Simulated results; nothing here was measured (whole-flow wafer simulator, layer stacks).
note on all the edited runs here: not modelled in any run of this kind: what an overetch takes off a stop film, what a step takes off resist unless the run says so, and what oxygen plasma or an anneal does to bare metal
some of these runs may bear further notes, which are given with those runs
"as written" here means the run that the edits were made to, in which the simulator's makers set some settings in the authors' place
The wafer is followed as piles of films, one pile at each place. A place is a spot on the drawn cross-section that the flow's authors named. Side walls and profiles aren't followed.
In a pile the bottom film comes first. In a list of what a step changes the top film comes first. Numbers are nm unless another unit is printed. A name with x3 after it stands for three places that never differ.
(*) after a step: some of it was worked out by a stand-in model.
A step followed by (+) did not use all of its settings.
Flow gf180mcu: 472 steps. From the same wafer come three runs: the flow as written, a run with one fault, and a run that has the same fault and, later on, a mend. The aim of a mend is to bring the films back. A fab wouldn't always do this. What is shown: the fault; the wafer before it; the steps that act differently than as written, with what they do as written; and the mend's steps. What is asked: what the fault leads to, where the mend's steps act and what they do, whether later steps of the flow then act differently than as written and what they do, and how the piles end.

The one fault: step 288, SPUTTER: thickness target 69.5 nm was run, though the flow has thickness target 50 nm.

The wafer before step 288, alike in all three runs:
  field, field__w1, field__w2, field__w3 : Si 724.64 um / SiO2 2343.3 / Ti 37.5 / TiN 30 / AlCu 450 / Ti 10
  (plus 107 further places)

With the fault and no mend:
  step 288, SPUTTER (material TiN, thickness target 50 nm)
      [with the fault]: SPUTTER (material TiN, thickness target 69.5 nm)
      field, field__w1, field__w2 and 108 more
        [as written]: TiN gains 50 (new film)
        [with the fault]: TiN gains 69.5 (new film)
  Steps later in the flow that act otherwise than as written (not shown: 3 more steps that differ only slightly, by at most 2% or 0.5 nm, whichever is larger):
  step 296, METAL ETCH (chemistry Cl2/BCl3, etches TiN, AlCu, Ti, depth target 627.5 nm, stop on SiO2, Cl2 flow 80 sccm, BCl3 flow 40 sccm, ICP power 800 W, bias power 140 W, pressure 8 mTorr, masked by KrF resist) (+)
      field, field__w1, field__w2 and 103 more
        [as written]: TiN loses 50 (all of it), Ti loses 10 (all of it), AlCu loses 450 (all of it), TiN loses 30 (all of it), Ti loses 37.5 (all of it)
        [with the fault]: TiN loses 69.5 (all of it), Ti loses 10 (all of it), AlCu loses 450 (all of it), TiN loses 30 (all of it), Ti loses 37.5 (all of it)
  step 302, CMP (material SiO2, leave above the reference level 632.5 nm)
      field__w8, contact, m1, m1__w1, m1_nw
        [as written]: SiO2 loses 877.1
        [with the fault]: SiO2 loses 896.6
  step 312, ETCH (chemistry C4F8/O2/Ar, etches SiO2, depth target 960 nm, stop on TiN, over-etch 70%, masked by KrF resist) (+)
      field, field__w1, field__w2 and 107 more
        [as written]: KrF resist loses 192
        [with the fault]: KrF resist loses 188
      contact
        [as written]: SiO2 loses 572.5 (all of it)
        [with the fault]: SiO2 loses 553 (all of it)
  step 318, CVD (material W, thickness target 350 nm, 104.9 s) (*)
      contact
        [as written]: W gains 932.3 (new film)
        [with the fault]: W gains 912.6 (new film)
  At field__w8, contact, m1, m1__w1, m1_nw, the piles at the end differ from the flow's by more than 2% or 0.5 nm, whichever is larger.
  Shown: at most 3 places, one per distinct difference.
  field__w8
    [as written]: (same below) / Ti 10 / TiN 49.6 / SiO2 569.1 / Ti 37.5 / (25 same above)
    [with the fault]: (same below) / Ti 10 / TiN 69.1 / SiO2 549.6 / Ti 37.5 / (25 same above)
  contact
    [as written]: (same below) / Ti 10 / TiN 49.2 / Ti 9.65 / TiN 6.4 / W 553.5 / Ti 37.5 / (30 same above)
    [with the fault]: (same below) / Ti 10 / TiN 68.7 / Ti 9.76 / TiN 6.48 / W 533.8 / Ti 37.5 / (30 same above)

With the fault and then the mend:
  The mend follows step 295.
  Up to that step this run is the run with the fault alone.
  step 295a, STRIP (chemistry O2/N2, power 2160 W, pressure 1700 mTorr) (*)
      field__w8, contact, m1, m1__w1, m1_nw
        KrF resist loses 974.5 (all of it)
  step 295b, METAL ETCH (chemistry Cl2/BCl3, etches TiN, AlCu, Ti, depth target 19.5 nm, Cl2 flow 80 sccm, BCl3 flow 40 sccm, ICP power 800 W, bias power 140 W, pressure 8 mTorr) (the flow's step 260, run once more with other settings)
      field, field__w1, field__w2 and 108 more
        TiN loses 19.5
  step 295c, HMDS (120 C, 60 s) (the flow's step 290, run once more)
      alters no film at any place that is followed
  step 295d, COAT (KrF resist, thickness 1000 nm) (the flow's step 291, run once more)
      field, field__w1, field__w2 and 108 more
        KrF resist gains 1000 (new film)
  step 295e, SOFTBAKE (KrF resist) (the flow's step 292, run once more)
      alters no film at any place that is followed
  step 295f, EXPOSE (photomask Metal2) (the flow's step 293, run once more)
      alters no film at any place that is followed
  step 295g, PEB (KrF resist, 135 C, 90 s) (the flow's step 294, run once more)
      field, field__w1, field__w2 and 108 more
        KrF resist loses 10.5
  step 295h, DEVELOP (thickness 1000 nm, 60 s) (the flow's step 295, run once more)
      field, field__w1, field__w2 and 103 more
        KrF resist loses 989.5 (all of it)
      field__w8, contact, m1, m1__w1, m1_nw
        KrF resist loses 14.9
  Later steps of the flow that are run all act as written at every place that is followed.
  The piles end the same as the flow's at every place that both follow.
